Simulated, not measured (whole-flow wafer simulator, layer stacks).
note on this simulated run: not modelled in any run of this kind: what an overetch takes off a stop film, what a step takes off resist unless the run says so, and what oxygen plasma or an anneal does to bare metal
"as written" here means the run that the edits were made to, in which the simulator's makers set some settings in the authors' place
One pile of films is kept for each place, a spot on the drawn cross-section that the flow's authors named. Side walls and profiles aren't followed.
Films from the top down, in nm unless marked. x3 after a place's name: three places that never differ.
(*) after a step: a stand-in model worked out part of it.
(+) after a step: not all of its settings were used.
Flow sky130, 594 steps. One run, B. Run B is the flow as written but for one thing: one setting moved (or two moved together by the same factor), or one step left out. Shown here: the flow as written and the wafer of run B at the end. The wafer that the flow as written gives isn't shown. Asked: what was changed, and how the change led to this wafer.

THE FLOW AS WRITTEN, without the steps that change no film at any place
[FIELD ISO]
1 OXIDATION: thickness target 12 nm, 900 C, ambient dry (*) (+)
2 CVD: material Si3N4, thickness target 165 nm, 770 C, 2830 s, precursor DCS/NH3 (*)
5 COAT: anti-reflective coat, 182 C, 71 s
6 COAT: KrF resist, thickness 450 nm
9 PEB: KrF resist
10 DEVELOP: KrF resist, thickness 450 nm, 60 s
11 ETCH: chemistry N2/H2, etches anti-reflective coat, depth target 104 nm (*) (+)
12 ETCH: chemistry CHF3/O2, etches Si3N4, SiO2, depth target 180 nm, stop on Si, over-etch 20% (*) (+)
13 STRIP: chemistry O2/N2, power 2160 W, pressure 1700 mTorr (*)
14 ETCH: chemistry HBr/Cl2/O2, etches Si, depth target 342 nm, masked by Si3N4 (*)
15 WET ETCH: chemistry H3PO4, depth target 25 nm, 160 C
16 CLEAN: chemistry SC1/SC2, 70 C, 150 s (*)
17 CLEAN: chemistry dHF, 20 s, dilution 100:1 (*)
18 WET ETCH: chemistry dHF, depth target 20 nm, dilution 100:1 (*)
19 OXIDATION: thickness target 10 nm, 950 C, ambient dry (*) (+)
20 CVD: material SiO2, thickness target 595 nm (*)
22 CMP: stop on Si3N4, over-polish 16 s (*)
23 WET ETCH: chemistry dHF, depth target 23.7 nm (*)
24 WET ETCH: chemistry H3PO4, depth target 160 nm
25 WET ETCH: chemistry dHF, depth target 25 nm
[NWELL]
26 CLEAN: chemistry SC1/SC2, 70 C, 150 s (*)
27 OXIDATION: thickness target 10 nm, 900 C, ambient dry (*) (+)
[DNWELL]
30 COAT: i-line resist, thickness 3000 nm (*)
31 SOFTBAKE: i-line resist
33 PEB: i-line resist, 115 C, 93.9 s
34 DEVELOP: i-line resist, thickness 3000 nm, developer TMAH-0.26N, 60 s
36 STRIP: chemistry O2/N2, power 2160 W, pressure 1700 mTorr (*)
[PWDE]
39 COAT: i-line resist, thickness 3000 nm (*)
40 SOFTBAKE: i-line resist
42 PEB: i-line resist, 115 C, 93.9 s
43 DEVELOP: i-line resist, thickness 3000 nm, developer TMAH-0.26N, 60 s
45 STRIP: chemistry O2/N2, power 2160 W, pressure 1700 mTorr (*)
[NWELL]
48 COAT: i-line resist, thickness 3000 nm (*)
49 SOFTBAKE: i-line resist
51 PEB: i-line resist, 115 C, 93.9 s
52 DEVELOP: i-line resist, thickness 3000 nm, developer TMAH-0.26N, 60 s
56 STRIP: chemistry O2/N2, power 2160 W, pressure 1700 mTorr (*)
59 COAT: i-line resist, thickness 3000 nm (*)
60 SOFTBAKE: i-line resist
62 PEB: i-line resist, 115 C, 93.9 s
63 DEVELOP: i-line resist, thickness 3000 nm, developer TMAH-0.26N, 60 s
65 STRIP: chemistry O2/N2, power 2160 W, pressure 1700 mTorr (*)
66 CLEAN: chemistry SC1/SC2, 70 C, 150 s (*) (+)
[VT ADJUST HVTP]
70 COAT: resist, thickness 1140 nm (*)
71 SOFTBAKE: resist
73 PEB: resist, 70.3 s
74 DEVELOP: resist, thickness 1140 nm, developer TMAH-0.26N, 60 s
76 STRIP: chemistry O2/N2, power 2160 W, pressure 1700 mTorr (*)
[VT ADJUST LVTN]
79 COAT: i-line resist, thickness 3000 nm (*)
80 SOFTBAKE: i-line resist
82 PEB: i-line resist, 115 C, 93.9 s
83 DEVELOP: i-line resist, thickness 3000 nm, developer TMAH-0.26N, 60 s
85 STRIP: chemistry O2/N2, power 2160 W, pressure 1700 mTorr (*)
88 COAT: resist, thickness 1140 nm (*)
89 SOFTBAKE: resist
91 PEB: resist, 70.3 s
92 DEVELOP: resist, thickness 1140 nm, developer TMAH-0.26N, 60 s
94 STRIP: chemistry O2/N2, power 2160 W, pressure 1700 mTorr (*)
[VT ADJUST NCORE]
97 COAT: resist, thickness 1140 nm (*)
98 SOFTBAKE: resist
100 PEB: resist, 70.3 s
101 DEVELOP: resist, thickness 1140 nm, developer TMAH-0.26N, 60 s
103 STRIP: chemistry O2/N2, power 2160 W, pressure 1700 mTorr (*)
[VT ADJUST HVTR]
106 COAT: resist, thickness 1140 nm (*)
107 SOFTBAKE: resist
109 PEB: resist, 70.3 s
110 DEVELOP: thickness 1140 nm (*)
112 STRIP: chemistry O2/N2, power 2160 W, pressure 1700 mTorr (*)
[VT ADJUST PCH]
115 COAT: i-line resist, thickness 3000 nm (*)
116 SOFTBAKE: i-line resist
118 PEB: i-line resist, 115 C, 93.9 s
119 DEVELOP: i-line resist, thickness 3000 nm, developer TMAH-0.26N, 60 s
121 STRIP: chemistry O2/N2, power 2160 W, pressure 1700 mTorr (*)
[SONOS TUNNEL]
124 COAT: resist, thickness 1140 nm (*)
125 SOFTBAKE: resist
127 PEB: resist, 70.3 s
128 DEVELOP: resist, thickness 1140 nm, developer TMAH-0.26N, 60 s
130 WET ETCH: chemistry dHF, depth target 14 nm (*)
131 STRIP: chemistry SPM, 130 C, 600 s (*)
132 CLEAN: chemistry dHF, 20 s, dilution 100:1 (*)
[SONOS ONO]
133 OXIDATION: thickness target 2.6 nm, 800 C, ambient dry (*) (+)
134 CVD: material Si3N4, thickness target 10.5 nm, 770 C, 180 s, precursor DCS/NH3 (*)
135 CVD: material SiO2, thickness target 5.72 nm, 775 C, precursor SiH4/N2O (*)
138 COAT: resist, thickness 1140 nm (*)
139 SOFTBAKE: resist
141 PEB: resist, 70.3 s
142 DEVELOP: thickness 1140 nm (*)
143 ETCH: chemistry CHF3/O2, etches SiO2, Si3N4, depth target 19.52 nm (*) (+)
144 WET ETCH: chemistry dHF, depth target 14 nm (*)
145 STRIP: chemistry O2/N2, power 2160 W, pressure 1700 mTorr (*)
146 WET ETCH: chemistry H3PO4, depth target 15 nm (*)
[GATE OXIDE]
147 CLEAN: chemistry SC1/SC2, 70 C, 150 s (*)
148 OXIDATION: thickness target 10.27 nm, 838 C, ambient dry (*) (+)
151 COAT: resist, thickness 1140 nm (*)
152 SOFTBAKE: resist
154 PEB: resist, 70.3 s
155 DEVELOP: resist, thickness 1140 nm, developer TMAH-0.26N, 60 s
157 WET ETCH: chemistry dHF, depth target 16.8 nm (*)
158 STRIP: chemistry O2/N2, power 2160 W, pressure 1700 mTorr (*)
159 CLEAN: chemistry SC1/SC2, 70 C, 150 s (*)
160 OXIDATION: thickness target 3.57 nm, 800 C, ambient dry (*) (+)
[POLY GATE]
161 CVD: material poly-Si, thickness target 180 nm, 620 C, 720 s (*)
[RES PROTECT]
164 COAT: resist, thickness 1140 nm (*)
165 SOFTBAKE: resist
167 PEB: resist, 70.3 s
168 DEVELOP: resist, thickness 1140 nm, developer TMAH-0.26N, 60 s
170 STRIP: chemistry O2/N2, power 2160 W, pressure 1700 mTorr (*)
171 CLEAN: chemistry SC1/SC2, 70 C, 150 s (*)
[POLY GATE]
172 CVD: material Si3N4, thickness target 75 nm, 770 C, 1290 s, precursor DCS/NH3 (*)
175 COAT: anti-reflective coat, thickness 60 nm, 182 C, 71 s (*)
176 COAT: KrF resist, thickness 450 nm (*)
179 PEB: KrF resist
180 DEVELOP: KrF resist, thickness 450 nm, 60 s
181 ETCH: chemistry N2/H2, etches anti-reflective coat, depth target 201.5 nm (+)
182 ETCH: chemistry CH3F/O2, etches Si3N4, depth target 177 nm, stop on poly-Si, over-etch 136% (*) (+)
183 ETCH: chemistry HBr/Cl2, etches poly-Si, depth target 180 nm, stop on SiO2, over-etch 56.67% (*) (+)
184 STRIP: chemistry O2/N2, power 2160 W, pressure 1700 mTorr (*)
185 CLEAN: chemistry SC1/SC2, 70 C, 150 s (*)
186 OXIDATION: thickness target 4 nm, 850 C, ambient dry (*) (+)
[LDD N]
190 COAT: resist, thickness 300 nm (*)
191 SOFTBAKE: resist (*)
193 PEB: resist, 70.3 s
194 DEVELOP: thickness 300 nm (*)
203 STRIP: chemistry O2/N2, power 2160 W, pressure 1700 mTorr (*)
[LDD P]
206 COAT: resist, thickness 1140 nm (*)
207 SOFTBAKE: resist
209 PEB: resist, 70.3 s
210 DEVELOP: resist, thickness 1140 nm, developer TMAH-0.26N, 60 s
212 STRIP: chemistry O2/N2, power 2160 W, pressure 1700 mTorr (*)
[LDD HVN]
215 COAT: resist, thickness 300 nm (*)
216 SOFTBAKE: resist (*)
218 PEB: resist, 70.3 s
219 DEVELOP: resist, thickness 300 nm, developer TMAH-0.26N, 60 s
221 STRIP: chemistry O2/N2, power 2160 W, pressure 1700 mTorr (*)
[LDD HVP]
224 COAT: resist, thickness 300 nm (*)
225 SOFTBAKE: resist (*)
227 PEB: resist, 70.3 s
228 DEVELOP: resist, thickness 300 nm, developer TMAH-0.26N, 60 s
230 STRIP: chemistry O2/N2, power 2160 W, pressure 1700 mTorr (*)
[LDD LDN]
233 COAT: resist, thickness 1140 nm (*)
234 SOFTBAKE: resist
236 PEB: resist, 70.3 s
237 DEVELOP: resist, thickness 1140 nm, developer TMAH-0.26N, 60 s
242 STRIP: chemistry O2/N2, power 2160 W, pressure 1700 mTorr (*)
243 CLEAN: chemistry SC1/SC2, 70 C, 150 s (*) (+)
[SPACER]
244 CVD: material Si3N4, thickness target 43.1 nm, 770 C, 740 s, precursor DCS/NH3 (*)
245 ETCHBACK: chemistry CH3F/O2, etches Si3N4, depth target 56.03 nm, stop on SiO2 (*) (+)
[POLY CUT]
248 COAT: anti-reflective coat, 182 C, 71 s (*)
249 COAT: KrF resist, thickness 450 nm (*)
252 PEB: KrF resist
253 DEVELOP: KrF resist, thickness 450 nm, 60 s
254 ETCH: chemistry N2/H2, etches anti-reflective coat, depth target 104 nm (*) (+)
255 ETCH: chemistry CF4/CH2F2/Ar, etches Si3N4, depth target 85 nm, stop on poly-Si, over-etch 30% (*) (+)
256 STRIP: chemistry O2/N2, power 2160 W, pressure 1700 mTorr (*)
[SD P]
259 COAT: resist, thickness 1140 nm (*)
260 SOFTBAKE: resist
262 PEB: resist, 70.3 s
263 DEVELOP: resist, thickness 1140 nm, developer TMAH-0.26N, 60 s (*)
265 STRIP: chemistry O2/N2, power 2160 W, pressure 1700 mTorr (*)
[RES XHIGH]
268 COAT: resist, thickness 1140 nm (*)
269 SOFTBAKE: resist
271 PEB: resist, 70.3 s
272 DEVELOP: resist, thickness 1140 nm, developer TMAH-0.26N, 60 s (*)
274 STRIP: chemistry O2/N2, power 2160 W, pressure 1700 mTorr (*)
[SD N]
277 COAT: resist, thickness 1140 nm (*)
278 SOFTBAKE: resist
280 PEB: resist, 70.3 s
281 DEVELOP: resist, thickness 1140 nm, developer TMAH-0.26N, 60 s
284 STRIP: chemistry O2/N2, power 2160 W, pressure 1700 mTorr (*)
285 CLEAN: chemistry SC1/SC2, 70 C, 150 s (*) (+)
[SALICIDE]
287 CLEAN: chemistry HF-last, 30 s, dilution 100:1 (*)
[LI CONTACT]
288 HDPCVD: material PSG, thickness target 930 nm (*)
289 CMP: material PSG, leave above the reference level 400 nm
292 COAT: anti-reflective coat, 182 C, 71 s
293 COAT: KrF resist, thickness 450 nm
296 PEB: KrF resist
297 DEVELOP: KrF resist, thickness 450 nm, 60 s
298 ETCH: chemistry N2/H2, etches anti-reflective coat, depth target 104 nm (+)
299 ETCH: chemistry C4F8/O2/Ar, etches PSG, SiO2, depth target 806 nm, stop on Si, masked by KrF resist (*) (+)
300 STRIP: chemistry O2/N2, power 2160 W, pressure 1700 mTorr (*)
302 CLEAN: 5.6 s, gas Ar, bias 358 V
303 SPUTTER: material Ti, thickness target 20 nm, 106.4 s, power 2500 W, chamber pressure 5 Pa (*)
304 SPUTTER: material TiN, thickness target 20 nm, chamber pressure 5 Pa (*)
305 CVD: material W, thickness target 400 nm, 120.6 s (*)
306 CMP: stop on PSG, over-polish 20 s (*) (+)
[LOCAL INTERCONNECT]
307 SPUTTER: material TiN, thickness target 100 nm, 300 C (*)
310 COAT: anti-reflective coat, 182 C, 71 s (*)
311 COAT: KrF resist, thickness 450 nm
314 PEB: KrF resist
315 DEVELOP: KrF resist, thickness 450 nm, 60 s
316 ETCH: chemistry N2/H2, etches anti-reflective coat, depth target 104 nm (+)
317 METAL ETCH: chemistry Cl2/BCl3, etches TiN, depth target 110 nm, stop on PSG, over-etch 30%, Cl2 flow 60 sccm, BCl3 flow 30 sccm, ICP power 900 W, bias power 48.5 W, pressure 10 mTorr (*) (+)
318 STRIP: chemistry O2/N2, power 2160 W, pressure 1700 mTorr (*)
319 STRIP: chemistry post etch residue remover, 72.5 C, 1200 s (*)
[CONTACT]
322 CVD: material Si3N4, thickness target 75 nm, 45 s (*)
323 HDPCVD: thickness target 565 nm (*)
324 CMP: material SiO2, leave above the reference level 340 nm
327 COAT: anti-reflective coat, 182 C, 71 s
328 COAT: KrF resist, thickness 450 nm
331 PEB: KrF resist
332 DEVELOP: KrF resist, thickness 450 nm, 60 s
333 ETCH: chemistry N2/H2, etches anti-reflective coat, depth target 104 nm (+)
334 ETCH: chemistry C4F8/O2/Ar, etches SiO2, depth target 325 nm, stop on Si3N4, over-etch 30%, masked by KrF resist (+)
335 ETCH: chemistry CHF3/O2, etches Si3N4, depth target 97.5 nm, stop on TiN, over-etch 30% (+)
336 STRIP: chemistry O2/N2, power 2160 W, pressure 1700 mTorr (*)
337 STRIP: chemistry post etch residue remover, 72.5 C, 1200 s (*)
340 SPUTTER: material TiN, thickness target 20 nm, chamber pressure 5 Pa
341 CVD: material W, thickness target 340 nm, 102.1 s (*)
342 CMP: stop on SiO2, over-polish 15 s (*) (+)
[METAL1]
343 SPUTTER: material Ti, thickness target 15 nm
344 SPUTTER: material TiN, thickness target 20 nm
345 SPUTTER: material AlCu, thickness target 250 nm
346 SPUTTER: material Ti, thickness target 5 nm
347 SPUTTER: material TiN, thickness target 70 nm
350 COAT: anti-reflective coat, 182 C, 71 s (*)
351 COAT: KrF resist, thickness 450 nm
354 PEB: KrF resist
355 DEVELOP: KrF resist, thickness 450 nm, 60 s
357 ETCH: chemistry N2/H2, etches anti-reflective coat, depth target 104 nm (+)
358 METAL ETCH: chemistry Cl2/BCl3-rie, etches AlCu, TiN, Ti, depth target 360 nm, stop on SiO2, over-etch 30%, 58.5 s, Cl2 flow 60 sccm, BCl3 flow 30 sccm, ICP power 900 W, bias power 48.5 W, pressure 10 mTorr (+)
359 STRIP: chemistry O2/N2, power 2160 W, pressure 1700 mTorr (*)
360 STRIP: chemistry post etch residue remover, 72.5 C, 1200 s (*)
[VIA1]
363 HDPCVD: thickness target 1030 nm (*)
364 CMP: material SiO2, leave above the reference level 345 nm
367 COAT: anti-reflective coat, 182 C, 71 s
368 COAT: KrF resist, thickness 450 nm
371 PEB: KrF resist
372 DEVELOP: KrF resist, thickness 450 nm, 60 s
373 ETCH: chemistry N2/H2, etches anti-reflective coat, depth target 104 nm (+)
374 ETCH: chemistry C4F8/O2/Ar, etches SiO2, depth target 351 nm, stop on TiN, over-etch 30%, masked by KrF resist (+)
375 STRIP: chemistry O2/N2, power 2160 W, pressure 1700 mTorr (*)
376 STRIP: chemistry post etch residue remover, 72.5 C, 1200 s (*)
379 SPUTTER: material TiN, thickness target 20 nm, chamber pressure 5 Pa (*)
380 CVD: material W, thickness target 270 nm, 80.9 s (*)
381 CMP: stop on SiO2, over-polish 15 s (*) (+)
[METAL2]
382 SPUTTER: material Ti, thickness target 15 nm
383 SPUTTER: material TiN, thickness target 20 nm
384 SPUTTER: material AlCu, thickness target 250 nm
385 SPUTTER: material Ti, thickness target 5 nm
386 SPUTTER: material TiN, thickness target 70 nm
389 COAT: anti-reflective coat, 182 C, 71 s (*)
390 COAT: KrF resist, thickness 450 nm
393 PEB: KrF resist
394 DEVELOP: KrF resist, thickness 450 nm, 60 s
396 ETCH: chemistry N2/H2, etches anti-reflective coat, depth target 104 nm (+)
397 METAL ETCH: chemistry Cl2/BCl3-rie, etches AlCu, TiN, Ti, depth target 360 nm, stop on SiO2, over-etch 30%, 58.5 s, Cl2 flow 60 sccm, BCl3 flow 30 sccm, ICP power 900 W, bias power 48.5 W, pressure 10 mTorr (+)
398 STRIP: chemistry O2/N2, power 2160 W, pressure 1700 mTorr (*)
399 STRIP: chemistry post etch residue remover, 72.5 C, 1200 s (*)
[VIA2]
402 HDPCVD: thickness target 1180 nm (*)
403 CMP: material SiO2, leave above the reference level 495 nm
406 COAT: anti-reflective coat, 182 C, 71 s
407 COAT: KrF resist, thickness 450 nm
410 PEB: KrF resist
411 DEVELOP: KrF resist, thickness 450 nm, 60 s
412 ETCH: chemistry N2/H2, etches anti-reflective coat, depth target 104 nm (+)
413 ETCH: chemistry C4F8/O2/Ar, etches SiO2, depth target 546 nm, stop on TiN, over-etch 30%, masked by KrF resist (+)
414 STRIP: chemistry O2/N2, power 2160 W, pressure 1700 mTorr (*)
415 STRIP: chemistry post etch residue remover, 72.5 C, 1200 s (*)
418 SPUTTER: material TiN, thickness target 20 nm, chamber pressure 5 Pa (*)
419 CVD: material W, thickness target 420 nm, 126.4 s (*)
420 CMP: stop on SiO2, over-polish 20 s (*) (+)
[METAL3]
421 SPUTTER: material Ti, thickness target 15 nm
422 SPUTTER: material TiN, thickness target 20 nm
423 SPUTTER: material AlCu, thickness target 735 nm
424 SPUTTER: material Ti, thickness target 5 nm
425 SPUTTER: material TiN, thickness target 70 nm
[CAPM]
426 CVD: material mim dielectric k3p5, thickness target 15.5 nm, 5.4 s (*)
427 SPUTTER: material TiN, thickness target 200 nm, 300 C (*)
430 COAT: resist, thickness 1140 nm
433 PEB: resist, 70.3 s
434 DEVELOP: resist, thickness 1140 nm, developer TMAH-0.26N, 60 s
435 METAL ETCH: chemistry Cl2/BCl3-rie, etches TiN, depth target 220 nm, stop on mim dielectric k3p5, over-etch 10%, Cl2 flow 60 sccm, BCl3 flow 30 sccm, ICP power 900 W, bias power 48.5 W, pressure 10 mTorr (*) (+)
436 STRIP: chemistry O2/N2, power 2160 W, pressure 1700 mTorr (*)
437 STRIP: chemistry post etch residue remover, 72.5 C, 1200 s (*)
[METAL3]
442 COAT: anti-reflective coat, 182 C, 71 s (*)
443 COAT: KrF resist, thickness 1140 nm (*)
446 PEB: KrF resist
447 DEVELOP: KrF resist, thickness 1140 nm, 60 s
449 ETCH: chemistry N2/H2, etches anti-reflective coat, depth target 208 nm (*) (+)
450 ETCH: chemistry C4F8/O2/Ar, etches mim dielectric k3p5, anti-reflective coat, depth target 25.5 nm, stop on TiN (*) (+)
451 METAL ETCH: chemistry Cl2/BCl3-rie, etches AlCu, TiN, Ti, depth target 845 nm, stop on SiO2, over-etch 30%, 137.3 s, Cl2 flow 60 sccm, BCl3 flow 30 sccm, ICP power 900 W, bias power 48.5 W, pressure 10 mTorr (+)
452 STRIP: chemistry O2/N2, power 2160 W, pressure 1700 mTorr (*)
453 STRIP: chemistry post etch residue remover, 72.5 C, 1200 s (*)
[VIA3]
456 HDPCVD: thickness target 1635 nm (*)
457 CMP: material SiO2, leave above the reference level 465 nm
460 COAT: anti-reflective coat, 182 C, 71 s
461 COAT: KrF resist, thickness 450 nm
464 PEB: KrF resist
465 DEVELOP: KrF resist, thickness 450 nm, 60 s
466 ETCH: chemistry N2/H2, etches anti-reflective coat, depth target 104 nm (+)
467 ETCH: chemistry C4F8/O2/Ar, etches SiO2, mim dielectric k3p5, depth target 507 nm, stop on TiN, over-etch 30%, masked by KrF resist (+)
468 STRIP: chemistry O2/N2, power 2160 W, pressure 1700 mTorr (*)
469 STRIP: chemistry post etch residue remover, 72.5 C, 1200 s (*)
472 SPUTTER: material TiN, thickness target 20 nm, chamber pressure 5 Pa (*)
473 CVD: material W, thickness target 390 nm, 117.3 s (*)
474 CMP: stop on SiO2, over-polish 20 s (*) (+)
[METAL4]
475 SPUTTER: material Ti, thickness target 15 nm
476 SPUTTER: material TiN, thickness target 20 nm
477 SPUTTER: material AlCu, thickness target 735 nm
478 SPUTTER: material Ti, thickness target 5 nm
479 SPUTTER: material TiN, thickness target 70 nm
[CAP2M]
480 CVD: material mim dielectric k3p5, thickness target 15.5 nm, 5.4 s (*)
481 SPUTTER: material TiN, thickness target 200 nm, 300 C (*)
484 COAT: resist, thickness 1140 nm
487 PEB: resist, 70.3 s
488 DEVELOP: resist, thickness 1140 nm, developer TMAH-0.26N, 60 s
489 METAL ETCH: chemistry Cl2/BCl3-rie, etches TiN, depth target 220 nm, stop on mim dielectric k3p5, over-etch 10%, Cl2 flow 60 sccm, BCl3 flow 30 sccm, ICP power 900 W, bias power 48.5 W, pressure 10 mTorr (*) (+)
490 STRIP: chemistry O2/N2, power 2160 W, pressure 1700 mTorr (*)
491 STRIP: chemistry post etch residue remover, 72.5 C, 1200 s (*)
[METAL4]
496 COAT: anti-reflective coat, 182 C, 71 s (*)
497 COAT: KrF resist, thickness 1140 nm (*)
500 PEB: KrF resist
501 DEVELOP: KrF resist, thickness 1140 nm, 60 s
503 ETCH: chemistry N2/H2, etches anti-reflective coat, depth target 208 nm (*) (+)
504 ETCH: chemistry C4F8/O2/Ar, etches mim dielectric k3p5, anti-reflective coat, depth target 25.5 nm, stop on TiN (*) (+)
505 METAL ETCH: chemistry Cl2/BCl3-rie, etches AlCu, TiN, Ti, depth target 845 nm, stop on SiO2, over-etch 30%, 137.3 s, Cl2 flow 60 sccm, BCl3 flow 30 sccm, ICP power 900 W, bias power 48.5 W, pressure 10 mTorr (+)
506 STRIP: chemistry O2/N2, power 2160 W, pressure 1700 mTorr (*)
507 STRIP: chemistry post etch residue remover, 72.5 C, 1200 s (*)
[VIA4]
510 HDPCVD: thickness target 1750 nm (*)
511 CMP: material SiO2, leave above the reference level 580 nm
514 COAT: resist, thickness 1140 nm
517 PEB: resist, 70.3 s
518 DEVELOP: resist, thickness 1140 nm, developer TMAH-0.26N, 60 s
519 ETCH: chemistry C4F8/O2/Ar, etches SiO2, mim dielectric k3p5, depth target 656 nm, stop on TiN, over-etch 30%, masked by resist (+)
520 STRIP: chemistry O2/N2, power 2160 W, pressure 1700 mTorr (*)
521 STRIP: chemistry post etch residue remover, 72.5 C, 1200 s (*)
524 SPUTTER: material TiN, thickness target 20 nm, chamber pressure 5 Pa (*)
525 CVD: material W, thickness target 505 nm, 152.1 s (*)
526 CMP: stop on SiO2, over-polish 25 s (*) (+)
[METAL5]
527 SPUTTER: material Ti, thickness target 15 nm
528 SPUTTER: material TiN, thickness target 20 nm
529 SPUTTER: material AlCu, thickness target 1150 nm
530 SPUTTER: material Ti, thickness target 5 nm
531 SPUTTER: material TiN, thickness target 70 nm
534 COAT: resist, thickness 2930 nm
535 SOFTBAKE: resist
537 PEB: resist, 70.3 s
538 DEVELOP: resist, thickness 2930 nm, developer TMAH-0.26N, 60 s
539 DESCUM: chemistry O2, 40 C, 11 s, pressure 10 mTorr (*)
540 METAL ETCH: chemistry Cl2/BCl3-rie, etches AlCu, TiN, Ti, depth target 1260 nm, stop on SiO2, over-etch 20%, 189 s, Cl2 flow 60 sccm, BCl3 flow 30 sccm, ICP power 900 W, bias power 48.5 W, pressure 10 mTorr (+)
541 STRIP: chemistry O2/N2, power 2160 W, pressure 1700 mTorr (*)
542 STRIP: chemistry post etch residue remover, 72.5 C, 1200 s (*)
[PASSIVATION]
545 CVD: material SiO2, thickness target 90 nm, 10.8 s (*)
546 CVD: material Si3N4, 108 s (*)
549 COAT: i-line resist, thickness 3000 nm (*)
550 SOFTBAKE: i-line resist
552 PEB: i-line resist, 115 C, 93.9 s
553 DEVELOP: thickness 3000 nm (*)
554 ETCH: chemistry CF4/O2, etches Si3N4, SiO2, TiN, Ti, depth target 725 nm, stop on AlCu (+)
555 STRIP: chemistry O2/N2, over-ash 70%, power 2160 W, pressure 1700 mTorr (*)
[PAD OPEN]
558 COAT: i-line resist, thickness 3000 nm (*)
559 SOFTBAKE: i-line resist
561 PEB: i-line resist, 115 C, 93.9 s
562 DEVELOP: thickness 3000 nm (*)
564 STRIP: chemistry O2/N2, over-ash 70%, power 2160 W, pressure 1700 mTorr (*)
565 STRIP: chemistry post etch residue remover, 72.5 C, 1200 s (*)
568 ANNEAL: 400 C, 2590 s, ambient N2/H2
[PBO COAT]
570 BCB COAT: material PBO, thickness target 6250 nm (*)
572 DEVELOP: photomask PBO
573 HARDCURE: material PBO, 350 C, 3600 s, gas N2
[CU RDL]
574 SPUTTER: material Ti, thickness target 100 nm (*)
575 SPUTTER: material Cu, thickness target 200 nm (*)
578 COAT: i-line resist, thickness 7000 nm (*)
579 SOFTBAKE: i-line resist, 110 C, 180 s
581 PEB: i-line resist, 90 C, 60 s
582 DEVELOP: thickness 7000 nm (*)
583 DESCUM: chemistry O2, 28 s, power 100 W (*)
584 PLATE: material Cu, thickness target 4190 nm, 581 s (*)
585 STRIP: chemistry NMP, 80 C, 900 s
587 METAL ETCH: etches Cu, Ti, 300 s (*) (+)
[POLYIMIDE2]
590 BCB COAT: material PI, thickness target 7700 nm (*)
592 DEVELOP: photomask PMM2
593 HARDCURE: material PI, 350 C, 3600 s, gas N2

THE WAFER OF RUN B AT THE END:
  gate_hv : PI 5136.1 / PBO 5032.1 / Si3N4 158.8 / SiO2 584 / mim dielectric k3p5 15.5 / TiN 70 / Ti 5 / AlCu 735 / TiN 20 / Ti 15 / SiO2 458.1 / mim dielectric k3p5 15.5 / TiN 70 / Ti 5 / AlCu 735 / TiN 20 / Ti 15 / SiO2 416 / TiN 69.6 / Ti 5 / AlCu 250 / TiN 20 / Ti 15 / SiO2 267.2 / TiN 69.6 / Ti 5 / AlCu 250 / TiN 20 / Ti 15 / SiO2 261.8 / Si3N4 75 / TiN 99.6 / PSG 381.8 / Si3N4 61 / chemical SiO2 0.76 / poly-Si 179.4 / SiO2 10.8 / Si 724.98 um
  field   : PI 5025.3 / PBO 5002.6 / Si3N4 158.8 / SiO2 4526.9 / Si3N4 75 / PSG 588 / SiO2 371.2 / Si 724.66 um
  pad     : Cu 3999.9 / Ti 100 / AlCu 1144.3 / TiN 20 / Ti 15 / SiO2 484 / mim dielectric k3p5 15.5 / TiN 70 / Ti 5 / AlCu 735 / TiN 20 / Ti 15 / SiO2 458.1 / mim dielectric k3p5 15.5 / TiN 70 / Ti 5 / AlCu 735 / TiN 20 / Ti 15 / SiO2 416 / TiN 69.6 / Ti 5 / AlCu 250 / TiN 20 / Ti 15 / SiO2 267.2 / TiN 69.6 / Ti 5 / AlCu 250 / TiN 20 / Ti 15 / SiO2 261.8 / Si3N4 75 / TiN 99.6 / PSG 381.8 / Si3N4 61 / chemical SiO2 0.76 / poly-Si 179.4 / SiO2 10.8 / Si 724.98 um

The cause: step 457, CMP: leave above the reference level 553 nm was run, where the flow has leave above the reference level 465 nm.

How the change led to this, step by step:
  457 CMP: material SiO2, leave above the reference level 465 nm
      n_well, p_well, gate_hv and 99 more: SiO2 -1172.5 (as written it would be: SiO2 -1260.5)
      field, active, gate and 82 more: SiO2 -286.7 (as written it would be: SiO2 -374.7)
      (and at 5 more places)
  467 ETCH: chemistry C4F8/O2/Ar, etches SiO2, mim dielectric k3p5, depth target 507 nm, stop on TiN, over-etch 30%, masked by KrF resist (+)
      m1: SiO2 -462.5 (all of it), mim dielectric k3p5 -15.5 (all of it) (as written it would be: SiO2 -374.5 (all of it), mim dielectric k3p5 -15.5 (all of it))
      via3_hole: SiO2 -461.9 (all of it), mim dielectric k3p5 -15.5 (all of it) (as written it would be: SiO2 -373.9 (all of it), mim dielectric k3p5 -15.5 (all of it))
  472 SPUTTER: material TiN, thickness target 20 nm, chamber pressure 5 Pa (*)
      m1, via3_hole: TiN +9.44 (as written it would be: TiN +10.6)
  473 CVD: material W, thickness target 390 nm, 117.3 s (*)
      m1: W +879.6 (new film) (as written it would be: W +790.5 (new film))
      via3_hole: W +879 (new film) (as written it would be: W +789.9 (new film))
